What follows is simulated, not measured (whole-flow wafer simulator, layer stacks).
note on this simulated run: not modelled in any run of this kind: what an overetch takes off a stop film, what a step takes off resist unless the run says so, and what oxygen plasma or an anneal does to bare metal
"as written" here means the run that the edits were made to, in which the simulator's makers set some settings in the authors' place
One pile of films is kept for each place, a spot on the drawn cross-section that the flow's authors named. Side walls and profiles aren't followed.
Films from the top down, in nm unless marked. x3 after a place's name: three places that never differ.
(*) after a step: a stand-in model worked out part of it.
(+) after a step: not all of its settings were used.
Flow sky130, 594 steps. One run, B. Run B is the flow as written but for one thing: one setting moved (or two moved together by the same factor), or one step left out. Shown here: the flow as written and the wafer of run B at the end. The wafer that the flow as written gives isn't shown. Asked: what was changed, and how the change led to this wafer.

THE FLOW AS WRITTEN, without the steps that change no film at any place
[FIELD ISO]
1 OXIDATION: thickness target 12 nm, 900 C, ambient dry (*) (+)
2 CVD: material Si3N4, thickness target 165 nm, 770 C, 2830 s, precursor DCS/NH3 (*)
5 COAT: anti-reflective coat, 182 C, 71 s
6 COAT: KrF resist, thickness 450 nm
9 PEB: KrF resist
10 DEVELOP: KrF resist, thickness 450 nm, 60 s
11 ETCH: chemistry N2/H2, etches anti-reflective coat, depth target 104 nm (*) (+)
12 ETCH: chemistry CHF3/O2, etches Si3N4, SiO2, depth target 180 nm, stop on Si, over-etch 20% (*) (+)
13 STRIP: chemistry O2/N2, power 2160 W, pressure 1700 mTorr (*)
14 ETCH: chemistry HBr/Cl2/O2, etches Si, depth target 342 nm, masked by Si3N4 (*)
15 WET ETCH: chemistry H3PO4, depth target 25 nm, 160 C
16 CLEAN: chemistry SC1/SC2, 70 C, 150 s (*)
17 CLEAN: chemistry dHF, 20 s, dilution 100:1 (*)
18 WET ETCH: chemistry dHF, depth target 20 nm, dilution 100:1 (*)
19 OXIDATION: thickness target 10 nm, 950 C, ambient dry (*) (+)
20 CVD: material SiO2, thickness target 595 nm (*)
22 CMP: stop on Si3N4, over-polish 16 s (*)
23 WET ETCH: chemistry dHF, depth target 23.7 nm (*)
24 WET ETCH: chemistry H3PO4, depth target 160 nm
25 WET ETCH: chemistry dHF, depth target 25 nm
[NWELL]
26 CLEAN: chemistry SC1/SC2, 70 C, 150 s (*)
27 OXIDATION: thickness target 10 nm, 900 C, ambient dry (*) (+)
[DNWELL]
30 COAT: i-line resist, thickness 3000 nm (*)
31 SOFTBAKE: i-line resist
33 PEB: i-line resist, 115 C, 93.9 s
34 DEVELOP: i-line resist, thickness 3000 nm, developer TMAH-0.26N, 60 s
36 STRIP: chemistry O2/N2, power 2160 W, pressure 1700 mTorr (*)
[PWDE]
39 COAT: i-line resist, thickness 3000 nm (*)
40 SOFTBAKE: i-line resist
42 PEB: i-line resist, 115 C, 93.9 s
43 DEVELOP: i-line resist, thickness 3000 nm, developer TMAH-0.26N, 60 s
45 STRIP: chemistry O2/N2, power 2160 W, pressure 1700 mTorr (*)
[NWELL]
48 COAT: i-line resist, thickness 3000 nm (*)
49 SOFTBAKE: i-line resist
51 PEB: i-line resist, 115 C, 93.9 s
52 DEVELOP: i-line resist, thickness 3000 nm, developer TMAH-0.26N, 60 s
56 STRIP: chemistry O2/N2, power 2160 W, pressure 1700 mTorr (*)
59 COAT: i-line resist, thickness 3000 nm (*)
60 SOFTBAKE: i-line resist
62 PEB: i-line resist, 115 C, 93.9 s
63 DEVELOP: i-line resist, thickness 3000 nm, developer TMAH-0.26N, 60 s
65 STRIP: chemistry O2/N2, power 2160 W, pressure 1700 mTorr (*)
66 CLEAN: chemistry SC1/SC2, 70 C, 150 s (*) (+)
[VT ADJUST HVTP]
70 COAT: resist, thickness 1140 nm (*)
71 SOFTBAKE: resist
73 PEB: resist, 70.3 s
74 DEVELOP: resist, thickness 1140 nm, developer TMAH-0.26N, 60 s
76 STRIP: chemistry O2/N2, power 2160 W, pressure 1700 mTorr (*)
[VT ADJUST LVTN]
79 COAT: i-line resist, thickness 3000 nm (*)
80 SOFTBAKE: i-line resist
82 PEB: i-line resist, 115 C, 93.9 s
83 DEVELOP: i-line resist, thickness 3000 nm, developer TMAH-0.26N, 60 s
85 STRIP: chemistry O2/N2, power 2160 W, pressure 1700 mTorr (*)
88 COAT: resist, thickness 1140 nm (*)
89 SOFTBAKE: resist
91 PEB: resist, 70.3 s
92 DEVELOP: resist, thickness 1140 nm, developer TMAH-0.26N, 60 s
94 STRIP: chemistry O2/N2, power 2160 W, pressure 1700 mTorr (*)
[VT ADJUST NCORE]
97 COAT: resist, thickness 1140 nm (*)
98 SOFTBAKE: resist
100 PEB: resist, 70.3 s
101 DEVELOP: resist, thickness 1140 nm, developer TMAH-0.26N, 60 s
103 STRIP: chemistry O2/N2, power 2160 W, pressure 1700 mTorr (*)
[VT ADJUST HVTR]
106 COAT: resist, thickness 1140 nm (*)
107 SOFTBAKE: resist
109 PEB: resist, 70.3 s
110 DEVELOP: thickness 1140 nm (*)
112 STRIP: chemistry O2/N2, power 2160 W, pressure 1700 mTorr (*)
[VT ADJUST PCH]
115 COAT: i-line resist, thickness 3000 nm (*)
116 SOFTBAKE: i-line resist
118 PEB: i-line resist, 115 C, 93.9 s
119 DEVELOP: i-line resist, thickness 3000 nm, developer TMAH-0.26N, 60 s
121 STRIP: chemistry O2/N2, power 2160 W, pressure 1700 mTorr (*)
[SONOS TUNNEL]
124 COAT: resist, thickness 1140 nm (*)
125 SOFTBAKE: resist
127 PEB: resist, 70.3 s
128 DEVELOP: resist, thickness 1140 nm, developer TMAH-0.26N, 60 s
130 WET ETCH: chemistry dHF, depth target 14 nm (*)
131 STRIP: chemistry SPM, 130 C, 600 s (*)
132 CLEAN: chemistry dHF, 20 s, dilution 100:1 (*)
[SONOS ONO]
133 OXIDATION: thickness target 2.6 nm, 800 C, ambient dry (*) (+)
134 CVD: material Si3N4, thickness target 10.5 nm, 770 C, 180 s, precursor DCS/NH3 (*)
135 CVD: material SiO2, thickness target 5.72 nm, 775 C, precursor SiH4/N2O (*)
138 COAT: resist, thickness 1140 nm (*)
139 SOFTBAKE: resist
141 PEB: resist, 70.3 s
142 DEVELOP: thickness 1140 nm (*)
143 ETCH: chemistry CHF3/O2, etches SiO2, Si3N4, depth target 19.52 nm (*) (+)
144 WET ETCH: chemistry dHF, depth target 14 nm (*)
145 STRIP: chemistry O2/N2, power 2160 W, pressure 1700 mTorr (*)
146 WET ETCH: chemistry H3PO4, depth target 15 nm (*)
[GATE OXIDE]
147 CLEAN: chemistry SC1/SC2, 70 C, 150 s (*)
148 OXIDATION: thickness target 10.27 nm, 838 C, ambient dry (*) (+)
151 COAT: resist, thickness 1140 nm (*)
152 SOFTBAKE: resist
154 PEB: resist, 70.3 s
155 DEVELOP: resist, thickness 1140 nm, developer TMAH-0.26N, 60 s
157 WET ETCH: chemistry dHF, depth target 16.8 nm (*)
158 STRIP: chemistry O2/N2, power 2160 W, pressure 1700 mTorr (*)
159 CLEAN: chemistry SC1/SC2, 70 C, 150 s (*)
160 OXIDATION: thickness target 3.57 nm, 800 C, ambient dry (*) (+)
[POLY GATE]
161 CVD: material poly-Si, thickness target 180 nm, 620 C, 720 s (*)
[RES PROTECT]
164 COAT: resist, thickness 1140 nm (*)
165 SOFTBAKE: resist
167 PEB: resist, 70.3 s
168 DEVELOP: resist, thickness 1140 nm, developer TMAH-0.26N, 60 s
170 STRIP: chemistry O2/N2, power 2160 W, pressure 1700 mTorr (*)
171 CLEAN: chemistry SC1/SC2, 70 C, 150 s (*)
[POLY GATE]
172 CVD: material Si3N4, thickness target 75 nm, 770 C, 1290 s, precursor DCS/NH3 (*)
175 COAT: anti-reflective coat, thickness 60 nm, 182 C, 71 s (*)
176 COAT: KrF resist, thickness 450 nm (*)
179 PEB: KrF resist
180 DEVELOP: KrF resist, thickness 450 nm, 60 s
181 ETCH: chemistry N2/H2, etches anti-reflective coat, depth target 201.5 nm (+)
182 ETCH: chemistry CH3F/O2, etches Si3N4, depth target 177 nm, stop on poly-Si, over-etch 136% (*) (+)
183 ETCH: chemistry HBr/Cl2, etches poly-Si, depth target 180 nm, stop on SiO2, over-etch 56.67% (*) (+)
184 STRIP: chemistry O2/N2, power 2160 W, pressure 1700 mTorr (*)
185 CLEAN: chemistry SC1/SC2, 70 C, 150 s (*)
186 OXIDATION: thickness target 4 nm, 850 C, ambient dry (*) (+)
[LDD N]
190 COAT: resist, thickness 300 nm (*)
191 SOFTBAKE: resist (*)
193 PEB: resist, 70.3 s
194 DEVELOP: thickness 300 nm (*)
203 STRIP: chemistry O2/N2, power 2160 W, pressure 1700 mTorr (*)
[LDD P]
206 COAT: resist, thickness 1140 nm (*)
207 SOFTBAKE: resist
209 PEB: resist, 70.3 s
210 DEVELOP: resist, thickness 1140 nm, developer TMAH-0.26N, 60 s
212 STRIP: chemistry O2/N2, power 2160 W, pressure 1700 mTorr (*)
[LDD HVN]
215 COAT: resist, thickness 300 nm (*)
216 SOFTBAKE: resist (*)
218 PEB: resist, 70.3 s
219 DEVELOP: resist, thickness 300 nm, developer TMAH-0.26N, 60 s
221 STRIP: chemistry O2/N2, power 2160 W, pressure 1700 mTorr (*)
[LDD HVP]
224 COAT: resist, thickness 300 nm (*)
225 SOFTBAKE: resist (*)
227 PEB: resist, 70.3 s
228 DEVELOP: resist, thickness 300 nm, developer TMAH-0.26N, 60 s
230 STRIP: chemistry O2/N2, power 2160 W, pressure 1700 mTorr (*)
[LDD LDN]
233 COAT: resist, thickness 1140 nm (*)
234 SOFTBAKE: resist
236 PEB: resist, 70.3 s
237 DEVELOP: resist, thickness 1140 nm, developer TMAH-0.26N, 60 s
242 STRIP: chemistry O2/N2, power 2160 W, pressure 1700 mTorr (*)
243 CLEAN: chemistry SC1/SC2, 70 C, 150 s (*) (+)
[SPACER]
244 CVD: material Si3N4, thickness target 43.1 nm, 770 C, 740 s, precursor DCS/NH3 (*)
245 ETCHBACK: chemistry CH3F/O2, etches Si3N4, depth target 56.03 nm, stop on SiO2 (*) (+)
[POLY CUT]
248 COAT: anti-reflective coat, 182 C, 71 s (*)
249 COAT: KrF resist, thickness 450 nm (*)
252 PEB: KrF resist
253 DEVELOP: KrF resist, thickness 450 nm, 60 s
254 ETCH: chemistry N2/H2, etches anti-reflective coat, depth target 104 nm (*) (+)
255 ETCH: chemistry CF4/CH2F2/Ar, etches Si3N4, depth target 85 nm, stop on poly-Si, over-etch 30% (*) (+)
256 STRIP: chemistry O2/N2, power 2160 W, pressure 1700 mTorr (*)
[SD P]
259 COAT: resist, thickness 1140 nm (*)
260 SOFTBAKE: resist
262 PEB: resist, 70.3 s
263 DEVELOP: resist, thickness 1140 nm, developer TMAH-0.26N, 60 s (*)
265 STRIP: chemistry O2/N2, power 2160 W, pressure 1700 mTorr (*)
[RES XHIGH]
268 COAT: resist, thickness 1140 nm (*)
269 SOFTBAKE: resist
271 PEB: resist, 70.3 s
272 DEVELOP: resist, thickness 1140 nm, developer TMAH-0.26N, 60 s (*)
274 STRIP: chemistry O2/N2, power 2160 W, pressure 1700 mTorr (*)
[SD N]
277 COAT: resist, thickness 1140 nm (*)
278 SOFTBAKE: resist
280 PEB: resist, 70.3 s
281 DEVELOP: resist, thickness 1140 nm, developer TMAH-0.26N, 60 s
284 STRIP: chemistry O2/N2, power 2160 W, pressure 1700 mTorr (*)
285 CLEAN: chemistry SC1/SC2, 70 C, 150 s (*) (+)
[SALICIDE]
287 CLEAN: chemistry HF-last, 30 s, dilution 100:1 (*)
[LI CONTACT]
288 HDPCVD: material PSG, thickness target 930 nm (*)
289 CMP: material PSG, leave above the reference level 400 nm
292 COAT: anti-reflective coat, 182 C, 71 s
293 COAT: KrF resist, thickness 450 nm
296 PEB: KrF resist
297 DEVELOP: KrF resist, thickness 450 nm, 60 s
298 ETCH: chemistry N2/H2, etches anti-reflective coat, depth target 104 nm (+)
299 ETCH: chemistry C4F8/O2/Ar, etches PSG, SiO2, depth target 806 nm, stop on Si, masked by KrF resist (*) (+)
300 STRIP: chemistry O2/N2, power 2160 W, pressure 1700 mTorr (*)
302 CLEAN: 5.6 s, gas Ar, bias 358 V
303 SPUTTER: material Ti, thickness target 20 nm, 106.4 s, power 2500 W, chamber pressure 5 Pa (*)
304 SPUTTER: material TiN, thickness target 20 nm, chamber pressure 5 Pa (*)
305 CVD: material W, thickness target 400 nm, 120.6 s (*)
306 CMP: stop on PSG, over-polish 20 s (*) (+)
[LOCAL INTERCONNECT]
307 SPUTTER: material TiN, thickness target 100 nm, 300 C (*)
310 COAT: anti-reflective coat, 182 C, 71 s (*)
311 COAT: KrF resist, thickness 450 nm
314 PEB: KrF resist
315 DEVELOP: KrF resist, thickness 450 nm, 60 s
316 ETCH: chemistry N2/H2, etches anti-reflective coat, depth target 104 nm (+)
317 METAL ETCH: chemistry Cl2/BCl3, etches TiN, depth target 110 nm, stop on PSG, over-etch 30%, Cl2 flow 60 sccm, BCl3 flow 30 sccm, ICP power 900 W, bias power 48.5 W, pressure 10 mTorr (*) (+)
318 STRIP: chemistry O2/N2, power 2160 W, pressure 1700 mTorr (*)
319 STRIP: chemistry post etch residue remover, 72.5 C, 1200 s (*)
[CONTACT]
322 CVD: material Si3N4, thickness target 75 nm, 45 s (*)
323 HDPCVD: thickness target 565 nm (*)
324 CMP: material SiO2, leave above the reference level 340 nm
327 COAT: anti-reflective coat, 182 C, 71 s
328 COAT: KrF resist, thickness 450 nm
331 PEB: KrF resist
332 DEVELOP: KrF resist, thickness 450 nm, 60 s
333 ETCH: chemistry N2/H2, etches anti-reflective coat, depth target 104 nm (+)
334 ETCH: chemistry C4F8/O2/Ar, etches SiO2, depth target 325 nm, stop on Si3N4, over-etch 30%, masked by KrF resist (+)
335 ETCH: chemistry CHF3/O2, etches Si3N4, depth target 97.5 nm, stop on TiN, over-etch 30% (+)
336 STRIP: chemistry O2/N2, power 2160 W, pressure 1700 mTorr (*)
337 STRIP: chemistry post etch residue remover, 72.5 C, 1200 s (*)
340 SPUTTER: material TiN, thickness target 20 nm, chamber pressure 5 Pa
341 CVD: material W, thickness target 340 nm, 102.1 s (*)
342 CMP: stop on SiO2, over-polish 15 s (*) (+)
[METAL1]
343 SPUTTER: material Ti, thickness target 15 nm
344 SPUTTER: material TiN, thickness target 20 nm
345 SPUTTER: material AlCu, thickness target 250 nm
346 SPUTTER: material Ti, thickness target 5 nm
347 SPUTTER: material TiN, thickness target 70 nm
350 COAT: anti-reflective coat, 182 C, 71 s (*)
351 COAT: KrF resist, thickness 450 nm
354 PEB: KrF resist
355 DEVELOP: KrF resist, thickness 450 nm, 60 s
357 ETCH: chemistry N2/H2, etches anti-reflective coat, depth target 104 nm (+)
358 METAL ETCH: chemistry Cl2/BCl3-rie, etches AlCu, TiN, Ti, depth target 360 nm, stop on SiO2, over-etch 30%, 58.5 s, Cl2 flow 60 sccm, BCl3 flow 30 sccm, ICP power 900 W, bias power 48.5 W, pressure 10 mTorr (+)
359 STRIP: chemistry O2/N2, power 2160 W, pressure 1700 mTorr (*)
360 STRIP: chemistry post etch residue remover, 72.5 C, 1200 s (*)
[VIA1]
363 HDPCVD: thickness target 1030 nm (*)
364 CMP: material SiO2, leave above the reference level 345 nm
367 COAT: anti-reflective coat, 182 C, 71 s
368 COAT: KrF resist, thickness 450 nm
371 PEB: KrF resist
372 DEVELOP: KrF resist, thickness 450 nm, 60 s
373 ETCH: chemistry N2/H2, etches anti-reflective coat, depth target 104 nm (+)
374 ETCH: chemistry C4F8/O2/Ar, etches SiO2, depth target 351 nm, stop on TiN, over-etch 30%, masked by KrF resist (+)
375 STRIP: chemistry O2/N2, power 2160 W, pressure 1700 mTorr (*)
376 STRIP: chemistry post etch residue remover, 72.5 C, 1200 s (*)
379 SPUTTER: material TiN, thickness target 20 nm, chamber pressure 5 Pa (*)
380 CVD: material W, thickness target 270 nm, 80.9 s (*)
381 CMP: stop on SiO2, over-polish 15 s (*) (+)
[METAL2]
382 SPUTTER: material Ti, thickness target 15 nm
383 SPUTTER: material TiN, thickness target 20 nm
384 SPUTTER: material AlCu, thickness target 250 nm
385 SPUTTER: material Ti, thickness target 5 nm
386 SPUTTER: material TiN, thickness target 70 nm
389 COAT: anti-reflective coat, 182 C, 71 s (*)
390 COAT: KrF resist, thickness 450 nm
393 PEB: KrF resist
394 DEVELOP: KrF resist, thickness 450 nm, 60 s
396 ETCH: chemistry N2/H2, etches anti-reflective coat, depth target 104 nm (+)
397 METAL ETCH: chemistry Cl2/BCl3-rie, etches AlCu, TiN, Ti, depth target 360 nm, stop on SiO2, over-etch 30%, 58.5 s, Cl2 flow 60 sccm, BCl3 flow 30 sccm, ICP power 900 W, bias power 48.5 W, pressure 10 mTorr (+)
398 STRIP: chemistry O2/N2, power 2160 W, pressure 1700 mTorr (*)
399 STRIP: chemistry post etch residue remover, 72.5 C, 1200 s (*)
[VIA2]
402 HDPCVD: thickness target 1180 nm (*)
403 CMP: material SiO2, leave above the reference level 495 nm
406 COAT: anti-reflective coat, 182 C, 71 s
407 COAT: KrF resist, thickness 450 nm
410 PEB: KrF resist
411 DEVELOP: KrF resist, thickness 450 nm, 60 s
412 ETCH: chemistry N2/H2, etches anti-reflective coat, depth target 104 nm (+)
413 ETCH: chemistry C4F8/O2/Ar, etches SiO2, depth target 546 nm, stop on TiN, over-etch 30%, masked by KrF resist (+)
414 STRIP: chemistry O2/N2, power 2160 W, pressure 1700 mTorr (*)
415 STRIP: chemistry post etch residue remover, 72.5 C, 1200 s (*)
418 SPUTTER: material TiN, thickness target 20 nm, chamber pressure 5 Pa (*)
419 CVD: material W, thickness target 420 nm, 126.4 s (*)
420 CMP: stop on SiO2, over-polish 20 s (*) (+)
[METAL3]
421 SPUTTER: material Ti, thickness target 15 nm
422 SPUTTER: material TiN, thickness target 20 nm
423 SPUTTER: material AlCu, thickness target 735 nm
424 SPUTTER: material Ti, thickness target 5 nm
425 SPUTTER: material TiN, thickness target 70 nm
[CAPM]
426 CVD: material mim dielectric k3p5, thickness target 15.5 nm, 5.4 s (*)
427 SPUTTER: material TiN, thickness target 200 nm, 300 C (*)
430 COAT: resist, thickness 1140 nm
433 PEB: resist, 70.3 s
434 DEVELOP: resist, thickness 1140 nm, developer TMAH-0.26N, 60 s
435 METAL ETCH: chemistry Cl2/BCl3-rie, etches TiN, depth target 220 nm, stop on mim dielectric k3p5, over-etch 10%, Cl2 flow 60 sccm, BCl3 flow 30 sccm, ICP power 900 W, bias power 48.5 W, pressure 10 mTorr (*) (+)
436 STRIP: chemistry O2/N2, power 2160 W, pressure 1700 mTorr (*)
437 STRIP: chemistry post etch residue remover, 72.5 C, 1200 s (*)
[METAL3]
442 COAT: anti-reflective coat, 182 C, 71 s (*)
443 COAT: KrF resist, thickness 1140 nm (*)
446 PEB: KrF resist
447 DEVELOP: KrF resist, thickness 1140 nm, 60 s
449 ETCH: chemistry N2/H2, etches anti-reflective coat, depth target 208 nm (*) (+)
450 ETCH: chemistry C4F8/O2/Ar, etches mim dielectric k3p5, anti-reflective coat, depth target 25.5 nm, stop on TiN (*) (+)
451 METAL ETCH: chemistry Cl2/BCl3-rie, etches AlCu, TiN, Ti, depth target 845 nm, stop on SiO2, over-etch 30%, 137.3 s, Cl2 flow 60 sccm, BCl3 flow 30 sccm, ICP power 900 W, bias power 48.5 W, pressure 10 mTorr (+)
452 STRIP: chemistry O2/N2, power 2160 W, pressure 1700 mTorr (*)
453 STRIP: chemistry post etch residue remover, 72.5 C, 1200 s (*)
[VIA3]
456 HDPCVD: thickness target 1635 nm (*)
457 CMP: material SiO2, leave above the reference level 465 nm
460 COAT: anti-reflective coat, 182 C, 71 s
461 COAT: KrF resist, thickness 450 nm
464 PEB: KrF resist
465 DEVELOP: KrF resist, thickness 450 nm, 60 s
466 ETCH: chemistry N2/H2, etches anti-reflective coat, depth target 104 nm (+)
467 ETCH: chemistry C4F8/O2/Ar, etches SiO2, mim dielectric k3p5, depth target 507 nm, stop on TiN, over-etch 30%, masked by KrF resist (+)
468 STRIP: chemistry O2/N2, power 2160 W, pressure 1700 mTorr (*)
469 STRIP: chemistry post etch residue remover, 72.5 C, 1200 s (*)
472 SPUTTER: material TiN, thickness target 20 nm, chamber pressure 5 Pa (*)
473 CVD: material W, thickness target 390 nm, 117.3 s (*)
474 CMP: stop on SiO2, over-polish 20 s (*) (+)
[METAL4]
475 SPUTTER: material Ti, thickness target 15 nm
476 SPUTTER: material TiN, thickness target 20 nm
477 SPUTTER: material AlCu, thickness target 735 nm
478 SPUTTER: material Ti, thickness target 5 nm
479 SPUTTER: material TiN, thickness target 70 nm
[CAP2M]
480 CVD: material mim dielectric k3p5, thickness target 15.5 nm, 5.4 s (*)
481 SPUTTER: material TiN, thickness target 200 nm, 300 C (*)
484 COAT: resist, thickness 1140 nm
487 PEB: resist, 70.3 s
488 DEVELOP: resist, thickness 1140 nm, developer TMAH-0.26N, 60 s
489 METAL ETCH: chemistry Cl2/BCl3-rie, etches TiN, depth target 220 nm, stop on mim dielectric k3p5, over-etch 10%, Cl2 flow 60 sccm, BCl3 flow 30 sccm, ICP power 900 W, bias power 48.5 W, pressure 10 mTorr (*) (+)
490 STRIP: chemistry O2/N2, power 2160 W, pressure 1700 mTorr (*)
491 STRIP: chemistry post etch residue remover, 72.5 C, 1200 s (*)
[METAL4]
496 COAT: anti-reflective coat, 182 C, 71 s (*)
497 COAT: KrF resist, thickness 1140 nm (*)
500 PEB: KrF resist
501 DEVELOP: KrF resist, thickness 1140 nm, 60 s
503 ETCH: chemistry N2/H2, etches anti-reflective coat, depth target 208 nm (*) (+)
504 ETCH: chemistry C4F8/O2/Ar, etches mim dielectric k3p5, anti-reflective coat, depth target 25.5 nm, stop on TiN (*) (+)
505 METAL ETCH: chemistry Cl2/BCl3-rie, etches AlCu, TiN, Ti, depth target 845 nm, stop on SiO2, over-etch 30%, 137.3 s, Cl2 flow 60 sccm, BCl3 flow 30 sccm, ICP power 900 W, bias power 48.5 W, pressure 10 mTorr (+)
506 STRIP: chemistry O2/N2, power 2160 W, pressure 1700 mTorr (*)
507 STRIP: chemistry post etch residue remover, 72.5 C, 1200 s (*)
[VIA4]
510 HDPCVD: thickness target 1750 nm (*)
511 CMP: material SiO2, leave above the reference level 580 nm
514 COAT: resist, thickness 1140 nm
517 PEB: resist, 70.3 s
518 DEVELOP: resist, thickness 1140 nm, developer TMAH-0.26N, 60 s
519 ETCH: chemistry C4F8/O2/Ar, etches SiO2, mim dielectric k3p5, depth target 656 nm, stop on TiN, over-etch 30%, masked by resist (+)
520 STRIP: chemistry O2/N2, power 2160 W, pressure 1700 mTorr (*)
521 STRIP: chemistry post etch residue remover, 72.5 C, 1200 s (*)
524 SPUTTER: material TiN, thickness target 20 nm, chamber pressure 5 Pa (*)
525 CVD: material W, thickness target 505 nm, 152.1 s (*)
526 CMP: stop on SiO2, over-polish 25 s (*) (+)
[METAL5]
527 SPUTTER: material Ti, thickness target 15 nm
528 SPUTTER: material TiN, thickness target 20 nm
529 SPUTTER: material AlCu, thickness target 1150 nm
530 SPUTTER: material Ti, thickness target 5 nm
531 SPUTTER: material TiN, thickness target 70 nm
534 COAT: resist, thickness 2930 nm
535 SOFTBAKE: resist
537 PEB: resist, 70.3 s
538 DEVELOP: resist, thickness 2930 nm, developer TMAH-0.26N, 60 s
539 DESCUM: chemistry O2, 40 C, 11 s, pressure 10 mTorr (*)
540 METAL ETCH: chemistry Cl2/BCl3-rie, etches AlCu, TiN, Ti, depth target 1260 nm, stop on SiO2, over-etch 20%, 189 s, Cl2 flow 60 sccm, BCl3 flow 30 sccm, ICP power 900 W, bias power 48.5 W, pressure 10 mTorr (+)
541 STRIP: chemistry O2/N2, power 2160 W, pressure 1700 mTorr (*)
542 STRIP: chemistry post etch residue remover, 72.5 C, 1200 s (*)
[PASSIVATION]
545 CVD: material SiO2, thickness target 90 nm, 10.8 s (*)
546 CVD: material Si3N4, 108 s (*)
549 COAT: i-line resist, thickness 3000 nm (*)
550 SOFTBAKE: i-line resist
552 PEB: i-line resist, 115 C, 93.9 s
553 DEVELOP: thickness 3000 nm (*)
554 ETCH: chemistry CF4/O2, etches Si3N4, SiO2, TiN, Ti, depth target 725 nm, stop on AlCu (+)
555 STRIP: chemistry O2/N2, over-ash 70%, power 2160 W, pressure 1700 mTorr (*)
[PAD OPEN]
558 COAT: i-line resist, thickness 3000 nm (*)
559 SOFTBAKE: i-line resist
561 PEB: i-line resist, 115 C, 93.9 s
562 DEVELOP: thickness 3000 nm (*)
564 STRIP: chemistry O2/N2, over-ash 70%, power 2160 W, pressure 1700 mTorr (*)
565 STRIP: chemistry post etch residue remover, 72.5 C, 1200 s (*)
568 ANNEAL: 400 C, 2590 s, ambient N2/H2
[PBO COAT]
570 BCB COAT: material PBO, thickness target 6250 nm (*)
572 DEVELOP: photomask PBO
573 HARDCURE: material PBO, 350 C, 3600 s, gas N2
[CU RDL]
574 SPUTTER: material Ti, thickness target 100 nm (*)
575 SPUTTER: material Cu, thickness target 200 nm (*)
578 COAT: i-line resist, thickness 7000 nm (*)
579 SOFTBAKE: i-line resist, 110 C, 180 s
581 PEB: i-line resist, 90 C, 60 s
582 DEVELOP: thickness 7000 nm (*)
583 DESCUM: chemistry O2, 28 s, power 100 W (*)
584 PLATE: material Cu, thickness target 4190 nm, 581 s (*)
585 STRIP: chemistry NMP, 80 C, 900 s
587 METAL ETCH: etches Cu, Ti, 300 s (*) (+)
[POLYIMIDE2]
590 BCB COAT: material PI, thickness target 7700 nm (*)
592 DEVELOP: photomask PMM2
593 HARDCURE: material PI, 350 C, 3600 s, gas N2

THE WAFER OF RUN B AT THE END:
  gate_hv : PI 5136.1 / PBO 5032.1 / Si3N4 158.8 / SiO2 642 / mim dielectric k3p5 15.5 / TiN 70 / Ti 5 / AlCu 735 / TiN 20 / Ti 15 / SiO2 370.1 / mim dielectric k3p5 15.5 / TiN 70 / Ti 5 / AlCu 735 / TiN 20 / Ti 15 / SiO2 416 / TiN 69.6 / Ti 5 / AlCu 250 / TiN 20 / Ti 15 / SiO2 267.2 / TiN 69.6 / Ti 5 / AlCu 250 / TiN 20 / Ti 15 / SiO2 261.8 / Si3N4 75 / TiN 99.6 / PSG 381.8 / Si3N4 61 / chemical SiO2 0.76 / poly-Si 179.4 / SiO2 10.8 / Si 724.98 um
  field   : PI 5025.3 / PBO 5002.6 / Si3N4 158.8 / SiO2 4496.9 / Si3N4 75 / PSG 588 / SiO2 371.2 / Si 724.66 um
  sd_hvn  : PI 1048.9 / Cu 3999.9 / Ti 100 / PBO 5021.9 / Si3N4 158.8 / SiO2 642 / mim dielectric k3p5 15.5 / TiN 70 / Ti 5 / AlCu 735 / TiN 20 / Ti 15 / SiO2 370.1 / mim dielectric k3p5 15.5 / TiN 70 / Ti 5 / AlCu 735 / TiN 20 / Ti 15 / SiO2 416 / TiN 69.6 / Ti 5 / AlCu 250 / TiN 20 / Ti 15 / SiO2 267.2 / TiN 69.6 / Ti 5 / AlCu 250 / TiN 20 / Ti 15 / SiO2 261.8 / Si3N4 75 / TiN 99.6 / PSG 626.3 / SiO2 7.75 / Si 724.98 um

The cause: step 511, CMP: leave above the reference level 638 nm was run, where the flow has leave above the reference level 580 nm.

How the change led to this, step by step:
  511 CMP: material SiO2, leave above the reference level 580 nm
      n_well, p_well, gate_hv and 99 more: SiO2 -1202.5 (as written it would be: SiO2 -1260.5)
      field, active, gate and 77 more: SiO2 -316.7 (as written it would be: SiO2 -374.7)
      (and at 11 more places)
  519 ETCH: chemistry C4F8/O2/Ar, etches SiO2, mim dielectric k3p5, depth target 656 nm, stop on TiN, over-etch 30%, masked by resist (+)
      m1: SiO2 -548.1 (all of it), mim dielectric k3p5 -15.5 (all of it) (as written it would be: SiO2 -490.1 (all of it), mim dielectric k3p5 -15.5 (all of it))
      via4_hole: SiO2 -547.5 (all of it), mim dielectric k3p5 -15.5 (all of it) (as written it would be: SiO2 -489.5 (all of it), mim dielectric k3p5 -15.5 (all of it))
  525 CVD: material W, thickness target 505 nm, 152.1 s (*)
      m1: W +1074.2 (new film) (as written it would be: W +1015.8 (new film))
      via4_hole: W +1073.5 (new film) (as written it would be: W +1015.2 (new film))
